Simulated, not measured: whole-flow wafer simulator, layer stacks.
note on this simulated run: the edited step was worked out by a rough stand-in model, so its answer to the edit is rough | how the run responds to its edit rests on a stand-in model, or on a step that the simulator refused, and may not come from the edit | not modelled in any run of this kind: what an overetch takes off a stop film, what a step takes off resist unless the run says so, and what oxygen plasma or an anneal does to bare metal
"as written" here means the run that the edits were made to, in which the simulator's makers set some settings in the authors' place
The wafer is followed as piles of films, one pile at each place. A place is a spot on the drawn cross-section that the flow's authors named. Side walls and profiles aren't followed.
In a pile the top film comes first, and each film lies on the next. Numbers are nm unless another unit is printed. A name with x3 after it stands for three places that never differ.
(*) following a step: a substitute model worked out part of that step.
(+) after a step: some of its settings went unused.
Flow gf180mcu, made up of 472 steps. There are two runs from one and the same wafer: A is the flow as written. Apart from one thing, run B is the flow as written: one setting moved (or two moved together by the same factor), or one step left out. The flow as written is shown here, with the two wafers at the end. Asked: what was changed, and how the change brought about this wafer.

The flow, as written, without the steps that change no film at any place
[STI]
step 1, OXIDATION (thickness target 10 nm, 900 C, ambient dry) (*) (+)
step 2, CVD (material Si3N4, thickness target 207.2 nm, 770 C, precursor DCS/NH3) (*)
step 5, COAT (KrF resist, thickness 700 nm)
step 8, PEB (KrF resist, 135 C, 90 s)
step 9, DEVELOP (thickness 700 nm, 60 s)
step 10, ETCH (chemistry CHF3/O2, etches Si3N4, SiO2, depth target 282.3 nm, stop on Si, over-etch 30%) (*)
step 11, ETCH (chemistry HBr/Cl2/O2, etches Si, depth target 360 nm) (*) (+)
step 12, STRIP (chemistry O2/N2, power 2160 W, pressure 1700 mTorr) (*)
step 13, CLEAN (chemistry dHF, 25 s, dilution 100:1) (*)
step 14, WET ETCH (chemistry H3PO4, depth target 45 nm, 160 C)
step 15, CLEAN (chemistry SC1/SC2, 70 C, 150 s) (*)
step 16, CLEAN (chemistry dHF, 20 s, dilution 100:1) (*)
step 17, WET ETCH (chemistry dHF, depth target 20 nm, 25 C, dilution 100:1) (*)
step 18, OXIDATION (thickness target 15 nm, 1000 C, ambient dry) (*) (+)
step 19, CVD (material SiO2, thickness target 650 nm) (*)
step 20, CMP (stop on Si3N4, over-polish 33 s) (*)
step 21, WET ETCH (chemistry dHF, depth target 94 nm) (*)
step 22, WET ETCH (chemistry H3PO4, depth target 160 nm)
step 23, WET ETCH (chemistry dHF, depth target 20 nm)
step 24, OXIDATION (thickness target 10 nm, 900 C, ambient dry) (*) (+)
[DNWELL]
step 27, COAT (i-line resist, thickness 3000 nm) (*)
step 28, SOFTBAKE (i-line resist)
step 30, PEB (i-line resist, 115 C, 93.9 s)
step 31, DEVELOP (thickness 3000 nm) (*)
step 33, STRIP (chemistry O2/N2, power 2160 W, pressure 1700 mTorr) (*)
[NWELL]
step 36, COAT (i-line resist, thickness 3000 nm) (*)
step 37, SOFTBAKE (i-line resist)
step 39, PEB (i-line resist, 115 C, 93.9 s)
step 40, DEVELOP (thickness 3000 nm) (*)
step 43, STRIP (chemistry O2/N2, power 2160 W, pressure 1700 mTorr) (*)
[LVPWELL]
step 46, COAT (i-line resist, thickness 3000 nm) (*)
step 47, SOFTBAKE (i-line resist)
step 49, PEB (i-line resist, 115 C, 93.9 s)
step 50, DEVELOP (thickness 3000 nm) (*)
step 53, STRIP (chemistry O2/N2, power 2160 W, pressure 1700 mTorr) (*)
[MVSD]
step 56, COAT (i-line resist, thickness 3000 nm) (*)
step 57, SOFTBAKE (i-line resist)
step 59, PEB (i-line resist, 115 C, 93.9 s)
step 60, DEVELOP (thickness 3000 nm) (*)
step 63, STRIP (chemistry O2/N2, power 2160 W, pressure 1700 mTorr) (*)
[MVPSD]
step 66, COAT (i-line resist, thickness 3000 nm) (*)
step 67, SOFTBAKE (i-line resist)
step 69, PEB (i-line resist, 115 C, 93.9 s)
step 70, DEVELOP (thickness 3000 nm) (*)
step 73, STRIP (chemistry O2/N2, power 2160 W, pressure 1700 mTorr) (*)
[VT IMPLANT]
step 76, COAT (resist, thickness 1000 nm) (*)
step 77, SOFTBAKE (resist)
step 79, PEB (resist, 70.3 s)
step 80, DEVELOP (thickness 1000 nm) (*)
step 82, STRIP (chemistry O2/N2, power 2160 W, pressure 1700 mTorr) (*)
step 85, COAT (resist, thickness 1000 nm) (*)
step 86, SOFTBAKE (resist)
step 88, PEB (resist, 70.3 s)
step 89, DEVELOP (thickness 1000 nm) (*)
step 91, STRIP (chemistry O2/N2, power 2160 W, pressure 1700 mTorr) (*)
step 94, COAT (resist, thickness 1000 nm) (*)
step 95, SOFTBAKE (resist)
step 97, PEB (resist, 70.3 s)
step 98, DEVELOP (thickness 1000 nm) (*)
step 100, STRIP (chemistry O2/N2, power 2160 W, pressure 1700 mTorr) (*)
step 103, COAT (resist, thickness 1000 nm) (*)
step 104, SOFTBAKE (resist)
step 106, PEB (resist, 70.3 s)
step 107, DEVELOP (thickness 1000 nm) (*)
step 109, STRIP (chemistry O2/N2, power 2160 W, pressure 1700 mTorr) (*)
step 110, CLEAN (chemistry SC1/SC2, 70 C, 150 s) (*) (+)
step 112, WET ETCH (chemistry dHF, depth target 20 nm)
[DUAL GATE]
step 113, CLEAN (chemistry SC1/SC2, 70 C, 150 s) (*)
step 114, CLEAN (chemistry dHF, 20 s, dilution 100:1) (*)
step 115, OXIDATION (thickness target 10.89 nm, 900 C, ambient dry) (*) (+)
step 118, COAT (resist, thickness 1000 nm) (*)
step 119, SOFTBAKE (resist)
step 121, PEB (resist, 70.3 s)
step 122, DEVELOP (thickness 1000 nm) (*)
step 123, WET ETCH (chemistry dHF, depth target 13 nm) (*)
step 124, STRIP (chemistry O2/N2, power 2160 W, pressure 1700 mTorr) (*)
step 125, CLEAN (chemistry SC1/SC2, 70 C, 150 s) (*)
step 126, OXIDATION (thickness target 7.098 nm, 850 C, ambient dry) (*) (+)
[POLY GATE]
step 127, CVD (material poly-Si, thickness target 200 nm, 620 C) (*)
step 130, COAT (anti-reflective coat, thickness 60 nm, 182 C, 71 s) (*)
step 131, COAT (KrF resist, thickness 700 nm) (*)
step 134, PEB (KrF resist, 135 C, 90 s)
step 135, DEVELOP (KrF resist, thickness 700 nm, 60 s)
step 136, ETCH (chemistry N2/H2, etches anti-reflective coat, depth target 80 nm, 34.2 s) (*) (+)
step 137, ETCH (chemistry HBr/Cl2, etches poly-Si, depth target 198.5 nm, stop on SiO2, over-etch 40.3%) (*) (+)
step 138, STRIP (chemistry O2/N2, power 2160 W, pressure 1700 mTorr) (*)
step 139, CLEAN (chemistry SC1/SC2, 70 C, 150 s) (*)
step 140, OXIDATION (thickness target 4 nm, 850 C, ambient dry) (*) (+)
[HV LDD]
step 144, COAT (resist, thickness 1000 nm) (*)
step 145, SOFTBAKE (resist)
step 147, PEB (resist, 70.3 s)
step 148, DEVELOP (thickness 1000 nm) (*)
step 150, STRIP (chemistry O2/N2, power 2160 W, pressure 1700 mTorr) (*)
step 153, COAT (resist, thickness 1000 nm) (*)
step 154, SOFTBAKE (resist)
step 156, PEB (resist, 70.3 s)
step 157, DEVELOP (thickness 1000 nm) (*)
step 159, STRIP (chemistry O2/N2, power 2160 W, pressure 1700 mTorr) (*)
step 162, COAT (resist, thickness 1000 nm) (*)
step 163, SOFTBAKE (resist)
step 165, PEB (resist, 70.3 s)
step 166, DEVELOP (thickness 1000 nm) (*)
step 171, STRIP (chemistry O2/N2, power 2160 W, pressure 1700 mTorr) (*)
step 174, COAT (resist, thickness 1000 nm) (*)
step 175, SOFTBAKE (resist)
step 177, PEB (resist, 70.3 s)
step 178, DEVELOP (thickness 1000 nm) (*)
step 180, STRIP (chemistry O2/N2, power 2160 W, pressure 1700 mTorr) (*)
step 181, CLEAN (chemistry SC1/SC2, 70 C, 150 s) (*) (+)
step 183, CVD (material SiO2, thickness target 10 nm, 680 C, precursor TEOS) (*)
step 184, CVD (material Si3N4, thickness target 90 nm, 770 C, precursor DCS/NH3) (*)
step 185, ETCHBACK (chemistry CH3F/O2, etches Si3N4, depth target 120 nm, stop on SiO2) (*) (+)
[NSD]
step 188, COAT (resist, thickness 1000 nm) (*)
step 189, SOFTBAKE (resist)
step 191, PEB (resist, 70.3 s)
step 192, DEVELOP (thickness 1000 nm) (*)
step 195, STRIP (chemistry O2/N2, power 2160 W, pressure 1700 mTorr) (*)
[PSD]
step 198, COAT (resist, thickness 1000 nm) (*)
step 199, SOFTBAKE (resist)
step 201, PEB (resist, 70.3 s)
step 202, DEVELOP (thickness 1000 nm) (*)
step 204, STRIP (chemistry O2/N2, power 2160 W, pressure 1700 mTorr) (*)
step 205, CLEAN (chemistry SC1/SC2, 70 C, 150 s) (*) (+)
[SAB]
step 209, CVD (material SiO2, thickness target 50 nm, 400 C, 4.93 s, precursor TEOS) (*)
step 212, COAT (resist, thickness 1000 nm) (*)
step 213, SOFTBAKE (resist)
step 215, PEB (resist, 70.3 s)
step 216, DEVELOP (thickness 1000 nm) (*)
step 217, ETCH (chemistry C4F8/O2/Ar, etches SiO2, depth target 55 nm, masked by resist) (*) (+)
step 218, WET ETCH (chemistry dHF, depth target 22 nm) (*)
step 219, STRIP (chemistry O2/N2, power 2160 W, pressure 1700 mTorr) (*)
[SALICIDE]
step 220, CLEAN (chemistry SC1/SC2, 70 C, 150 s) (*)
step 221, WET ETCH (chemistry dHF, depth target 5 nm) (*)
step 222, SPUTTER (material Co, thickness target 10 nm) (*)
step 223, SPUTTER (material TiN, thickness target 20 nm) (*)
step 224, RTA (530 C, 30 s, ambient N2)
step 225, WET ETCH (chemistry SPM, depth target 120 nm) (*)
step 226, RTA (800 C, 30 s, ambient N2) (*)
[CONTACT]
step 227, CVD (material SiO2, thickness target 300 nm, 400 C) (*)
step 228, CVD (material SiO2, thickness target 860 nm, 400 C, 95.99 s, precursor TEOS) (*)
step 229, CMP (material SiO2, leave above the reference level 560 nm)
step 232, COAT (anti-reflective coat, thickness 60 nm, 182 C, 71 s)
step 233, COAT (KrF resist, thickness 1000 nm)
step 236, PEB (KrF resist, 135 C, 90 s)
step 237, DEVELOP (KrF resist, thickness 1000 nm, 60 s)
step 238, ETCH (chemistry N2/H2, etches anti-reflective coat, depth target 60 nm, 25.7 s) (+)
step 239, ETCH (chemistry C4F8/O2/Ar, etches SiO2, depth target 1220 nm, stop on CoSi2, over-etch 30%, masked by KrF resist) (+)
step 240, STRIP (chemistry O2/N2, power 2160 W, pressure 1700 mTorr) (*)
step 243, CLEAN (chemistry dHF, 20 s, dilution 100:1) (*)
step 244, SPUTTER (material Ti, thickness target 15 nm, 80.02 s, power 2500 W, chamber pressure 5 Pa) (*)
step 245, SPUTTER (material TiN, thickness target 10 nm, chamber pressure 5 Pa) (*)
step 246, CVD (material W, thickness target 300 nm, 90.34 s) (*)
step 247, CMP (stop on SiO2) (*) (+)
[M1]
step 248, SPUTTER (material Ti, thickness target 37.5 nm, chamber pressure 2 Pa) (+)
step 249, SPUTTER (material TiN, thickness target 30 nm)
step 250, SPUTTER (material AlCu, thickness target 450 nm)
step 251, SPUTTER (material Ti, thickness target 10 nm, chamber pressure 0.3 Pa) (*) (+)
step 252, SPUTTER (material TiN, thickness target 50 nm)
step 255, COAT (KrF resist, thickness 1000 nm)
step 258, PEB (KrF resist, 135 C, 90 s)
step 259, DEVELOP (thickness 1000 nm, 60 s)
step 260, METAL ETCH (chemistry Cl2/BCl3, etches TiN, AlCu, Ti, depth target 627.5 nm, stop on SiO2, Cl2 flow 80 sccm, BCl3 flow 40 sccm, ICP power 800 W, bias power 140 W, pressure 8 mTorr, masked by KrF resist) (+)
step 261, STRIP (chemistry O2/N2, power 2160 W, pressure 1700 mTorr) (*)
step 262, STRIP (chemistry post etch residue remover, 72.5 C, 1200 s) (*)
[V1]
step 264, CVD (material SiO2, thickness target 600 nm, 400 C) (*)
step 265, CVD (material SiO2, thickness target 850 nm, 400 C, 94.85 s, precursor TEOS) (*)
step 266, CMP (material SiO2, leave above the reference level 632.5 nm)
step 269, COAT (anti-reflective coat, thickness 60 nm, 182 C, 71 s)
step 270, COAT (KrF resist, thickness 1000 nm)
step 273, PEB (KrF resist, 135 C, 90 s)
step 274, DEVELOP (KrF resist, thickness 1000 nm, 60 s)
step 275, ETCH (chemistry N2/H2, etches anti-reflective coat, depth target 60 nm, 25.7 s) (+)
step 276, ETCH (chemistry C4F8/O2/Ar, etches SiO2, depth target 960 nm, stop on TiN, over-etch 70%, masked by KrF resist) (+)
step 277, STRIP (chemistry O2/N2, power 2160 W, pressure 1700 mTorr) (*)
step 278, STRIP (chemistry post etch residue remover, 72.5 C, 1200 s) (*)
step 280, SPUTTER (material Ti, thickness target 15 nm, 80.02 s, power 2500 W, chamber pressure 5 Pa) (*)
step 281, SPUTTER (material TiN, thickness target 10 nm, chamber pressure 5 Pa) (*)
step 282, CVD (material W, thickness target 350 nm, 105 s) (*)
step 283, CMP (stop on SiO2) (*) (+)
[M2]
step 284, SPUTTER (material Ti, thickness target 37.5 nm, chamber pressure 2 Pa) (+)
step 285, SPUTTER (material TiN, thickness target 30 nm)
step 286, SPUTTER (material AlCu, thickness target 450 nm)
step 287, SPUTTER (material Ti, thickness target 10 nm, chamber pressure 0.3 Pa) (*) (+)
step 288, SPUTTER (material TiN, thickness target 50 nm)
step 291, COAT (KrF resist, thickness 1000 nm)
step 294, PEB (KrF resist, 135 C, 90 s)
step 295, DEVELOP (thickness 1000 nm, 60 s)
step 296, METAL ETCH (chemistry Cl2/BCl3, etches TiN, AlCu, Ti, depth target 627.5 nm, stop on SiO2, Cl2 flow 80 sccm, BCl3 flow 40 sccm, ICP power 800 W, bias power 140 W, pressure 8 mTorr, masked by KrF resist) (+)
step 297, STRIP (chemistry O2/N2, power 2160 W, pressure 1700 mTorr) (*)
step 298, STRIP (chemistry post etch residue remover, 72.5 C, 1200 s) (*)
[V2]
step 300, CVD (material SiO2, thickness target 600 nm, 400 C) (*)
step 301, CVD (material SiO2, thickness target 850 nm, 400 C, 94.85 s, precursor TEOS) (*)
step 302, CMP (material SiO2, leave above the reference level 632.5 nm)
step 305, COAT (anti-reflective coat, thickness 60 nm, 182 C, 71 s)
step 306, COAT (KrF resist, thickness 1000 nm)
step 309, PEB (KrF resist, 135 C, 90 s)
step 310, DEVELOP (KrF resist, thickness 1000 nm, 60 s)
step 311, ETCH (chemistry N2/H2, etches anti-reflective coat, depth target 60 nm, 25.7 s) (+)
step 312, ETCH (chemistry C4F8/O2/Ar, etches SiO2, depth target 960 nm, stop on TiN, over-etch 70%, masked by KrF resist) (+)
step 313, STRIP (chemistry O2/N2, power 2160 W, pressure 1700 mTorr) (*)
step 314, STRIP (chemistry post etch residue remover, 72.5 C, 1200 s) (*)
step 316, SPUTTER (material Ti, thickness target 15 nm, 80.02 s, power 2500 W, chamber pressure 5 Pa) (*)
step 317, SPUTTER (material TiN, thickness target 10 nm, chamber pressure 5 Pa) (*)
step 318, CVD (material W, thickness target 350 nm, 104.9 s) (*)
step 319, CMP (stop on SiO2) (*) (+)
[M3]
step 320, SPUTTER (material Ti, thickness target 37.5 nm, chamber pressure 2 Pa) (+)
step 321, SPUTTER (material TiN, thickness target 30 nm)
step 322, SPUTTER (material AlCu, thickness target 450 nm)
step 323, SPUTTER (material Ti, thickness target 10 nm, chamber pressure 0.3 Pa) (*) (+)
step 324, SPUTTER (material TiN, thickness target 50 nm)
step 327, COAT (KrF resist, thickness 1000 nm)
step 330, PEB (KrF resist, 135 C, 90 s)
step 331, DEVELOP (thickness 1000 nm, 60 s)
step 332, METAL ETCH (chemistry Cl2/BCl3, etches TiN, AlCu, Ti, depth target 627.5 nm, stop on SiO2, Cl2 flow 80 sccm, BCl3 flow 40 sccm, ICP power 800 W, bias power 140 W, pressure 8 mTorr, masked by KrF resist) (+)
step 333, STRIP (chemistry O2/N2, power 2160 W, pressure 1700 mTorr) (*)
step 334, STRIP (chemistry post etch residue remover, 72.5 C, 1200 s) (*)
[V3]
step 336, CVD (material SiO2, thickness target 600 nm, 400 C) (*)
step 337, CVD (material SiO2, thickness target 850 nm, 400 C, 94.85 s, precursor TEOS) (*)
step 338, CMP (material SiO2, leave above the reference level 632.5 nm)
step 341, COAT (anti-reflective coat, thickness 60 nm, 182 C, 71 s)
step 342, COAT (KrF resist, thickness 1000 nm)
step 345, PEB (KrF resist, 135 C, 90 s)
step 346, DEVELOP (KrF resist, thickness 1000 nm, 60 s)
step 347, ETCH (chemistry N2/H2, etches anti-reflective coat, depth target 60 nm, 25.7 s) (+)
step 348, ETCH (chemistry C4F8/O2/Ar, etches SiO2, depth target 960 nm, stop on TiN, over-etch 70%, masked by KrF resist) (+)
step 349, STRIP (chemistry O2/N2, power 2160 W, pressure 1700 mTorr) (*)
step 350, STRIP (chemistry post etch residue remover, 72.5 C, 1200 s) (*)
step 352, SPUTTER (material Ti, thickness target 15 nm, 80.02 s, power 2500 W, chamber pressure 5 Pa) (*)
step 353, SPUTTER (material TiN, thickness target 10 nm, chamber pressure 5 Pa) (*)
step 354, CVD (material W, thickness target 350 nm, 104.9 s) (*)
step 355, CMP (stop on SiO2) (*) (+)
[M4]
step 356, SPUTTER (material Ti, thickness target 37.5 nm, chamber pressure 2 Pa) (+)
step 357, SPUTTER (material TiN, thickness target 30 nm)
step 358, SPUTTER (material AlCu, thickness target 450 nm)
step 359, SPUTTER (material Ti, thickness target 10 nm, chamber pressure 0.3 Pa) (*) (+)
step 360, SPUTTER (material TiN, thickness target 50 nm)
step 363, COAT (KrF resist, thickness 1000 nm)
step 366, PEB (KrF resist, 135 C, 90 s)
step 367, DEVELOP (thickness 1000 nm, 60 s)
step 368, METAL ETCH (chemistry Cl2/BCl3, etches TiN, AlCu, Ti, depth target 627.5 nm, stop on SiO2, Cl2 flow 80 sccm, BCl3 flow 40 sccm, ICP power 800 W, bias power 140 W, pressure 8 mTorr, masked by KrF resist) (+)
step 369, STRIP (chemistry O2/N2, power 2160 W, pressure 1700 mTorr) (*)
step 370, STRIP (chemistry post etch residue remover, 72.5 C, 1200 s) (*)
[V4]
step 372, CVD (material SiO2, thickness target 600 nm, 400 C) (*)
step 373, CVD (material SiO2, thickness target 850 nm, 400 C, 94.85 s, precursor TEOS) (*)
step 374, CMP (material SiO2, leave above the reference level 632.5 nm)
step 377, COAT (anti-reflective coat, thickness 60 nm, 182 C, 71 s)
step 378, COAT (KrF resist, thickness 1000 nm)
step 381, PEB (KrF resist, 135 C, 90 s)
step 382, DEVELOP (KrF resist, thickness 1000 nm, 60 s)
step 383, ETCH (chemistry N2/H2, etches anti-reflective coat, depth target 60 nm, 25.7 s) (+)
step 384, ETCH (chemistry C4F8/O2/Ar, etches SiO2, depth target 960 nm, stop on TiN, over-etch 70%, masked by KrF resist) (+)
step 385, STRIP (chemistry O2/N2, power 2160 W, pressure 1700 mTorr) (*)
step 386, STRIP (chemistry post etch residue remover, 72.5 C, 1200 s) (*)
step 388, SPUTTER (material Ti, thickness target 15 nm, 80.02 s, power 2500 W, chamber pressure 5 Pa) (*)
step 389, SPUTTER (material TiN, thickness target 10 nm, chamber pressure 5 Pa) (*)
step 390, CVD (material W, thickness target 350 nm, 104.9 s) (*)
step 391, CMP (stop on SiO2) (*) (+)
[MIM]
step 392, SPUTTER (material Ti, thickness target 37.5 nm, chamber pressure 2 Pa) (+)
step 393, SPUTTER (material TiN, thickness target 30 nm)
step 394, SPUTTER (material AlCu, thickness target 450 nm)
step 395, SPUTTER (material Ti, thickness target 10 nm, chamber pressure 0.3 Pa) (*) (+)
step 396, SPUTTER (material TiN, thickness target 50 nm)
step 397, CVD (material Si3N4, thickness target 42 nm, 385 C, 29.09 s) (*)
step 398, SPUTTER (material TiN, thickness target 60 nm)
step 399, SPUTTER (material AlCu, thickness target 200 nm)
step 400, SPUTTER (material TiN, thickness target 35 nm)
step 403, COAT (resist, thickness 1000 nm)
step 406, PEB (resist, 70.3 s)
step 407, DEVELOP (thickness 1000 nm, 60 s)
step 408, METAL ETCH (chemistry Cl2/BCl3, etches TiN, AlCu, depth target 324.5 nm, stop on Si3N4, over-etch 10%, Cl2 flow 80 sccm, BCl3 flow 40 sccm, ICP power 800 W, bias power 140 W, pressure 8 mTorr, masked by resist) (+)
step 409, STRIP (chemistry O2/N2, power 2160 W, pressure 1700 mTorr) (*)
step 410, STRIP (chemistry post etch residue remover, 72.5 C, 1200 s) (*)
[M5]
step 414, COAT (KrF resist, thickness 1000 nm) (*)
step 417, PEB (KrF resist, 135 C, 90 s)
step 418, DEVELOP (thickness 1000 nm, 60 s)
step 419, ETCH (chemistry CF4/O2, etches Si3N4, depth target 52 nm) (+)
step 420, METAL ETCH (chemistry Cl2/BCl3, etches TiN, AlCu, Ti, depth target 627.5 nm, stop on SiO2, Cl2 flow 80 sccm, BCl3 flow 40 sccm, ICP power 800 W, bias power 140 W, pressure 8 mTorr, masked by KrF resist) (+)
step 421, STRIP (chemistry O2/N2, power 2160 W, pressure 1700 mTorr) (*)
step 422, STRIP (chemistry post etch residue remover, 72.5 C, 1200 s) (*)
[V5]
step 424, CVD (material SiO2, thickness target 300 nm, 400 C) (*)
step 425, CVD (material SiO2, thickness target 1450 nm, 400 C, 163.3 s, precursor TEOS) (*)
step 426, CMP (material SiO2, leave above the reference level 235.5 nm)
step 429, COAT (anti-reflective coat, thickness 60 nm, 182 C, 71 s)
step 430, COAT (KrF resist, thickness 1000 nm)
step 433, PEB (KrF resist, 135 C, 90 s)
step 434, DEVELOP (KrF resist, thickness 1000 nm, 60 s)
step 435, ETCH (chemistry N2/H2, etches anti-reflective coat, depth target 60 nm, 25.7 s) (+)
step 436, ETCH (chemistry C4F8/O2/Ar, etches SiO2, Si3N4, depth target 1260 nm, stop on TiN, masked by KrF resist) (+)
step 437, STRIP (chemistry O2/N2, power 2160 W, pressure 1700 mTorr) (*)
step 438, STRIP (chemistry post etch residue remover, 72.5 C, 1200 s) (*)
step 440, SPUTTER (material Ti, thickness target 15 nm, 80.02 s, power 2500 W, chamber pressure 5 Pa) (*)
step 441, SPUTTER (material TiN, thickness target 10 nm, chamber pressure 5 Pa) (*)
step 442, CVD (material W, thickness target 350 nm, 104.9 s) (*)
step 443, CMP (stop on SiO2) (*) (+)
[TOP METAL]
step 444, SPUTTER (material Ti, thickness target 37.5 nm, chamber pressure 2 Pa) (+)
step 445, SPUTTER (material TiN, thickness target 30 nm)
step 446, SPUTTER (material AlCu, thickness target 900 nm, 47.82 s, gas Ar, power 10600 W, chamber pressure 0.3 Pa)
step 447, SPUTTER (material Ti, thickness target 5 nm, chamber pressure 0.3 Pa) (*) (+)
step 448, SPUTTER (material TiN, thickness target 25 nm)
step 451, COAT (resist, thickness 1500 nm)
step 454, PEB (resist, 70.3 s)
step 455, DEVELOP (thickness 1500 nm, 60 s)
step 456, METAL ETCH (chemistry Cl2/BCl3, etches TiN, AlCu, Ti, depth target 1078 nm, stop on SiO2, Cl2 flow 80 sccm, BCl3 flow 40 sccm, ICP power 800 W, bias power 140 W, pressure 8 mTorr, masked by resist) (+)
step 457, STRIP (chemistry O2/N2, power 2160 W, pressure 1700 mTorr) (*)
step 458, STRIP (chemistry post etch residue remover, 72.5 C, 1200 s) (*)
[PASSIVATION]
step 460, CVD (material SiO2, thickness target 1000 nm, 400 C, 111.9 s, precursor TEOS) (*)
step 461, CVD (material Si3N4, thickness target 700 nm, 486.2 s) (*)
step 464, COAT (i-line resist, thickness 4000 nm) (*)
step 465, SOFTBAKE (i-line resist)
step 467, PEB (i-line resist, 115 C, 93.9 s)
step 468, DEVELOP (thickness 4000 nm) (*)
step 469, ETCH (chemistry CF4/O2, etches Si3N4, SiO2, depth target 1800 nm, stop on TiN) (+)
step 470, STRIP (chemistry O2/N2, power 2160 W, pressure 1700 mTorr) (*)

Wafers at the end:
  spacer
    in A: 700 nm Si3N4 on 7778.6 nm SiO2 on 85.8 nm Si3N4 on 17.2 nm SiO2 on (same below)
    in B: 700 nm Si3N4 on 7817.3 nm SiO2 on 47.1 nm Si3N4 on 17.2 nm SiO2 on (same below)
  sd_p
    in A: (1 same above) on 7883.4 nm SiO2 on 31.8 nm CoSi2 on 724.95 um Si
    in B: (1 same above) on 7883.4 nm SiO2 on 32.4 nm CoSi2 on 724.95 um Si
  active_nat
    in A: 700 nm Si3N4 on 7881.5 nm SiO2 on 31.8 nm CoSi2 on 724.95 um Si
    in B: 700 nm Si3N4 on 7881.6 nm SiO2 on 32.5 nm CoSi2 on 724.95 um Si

Cause: step 184, CVD: thickness target 51.3 nm was run, though the flow has thickness target 90 nm.

Step by step, how the change led to this:
  step 184, CVD (material Si3N4, thickness target 90 nm, 770 C, precursor DCS/NH3) (*)
      field, field__w1, field__w2 and 101 more: A +90 Si3N4 (new film) | B +51.3 Si3N4 (new film)
  step 185, ETCHBACK (chemistry CH3F/O2, etches Si3N4, depth target 120 nm, stop on SiO2) (*) (+)
      field, field__w1, field__w2 and 52 more: A -90 Si3N4 (all of it), -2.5 SiO2 | B -51.3 Si3N4 (all of it), -5.73 SiO2
      active, n_well, p_well and 45 more: A -90 Si3N4 (all of it), -2.5 SiO2 | B -51.3 Si3N4 (all of it), -5.72 SiO2
  step 188, COAT (resist, thickness 1000 nm) (*)
      spacer: A +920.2 resist (new film) | B +955.4 resist (new film)
  step 189, SOFTBAKE (resist)
      field__w6: A +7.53 resist | B +6.82 resist
      field__w7: A +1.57 resist | B +0.84 resist
      (and at 16 other places as well)
  step 191, PEB (resist, 70.3 s)
      spacer: A -14.3 resist | B -15.2 resist
  step 192, DEVELOP (thickness 1000 nm) (*)
      spacer: A -905.9 resist (all of it) | B -940.3 resist (all of it)
  step 198, COAT (resist, thickness 1000 nm) (*)
      spacer: A +920.2 resist (new film) | B +955.4 resist (new film)
  step 199, SOFTBAKE (resist)
      field__w6: A +7.53 resist | B +6.82 resist
      field__w7: A +1.57 resist | B +0.84 resist
      (and at 16 other places as well)
  step 201, PEB (resist, 70.3 s)
      spacer: A -14.3 resist | B -15.2 resist
  step 204, STRIP (chemistry O2/N2, power 2160 W, pressure 1700 mTorr) (*)
      spacer: A -905.9 resist (all of it) | B -940.2 resist (all of it)
  step 212, COAT (resist, thickness 1000 nm) (*)
      spacer: A +919.4 resist (new film) | B +954.6 resist (new film)
  step 213, SOFTBAKE (resist)
      field__w9: A -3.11 resist | B +6.57 resist
      field__w5: A +7.65 resist | B +6.81 resist
      (and at 13 other places as well)
  step 215, PEB (resist, 70.3 s)
      spacer: A -14.3 resist | B -15.1 resist
  step 216, DEVELOP (thickness 1000 nm) (*)
      spacer: A -905.1 resist (all of it) | B -939.4 resist (all of it)
  step 218, WET ETCH (chemistry dHF, depth target 22 nm) (*)
      gate, gate_hv, gate_p and 23 more: A -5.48 SiO2 (all of it) | B -2.25 SiO2 (all of it)
      active, p_well, sd_n, iso_ptap_pw, iso_ntap_nw, iso_ptap_sub, vpnp_e: A -9.01 SiO2 (all of it) | B -5.79 SiO2 (all of it)
      (and at 16 other places as well)
  step 222, SPUTTER (material Co, thickness target 10 nm) (*)
      field__w2: A +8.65 Co (new film) | B +9.27 Co (new film)
      field__w3: A +8.06 Co (new film) | B +8.9 Co (new film)
      (and at 4 other places as well)
  ... 4 further steps ...
  step 229, CMP (material SiO2, leave above the reference level 560 nm)
      spacer: A -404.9 SiO2 | B -366.2 SiO2
